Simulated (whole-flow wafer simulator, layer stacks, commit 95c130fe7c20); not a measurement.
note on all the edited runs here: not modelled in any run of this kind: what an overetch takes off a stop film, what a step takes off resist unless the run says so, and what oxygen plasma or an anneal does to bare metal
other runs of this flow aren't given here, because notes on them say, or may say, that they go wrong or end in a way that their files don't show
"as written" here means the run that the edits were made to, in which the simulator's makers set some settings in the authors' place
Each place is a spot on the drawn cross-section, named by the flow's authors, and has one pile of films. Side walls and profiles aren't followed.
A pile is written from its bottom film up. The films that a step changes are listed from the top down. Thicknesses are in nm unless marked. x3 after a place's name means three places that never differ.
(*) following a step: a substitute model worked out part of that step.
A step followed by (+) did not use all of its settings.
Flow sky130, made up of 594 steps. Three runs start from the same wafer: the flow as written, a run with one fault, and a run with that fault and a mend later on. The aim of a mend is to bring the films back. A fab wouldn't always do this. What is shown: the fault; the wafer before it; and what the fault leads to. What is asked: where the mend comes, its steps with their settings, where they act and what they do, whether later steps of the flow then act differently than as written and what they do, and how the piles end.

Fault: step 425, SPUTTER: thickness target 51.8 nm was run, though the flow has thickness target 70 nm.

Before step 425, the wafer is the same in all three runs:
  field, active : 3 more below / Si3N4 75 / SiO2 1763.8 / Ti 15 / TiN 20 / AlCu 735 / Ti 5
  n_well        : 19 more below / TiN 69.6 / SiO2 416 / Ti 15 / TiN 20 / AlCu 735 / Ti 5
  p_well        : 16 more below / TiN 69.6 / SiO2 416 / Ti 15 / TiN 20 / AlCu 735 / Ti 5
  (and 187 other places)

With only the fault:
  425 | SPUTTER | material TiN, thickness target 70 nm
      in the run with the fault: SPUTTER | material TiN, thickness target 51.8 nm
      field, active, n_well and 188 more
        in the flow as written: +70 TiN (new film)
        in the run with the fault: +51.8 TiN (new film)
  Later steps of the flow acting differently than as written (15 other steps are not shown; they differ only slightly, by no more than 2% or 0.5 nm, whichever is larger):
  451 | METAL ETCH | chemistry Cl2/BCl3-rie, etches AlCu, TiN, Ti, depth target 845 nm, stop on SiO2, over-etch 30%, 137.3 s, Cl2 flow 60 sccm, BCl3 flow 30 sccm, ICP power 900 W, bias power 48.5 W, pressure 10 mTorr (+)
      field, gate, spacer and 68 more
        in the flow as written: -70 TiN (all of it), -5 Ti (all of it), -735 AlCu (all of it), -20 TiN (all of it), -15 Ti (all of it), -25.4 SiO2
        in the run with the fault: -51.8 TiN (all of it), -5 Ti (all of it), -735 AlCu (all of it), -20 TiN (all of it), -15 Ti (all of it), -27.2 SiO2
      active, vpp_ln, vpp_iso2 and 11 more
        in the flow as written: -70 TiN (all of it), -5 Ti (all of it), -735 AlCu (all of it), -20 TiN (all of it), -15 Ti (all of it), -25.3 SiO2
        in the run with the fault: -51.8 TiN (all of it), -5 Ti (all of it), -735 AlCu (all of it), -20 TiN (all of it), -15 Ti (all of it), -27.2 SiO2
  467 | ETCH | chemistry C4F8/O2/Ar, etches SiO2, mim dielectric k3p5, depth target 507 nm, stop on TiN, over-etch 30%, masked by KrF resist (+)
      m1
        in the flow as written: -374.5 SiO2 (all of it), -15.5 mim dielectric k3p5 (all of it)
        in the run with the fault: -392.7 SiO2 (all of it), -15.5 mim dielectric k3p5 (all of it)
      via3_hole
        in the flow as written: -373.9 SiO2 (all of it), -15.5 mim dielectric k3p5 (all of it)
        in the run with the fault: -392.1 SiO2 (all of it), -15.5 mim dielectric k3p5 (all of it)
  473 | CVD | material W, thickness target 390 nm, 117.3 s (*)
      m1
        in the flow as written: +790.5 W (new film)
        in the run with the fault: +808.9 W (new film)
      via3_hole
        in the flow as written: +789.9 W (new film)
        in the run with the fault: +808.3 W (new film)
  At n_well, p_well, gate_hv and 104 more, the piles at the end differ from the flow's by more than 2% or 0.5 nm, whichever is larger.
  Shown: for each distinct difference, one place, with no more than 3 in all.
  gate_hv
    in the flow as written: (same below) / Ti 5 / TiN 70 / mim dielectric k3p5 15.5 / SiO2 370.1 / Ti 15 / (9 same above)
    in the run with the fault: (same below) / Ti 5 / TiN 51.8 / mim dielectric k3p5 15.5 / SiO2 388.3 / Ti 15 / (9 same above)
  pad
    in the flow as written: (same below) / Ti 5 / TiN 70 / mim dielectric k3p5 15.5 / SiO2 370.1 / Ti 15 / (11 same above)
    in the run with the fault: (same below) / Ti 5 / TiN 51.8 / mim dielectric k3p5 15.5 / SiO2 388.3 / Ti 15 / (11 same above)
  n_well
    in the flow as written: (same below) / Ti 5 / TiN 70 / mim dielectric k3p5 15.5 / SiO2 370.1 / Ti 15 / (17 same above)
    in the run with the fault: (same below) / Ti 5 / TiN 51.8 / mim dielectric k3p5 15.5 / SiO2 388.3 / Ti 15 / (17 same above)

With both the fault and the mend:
  The mend follows step 425.
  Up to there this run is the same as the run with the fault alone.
  425a | SPUTTER | material TiN, thickness target 18.2 nm (the flow's step 425 again, with other settings)
      field, active, n_well and 188 more
        +18.2 TiN
  Later steps of the flow that are run all act as written at every place that is followed.
  At every place that both follow, the piles at the end match the flow's.
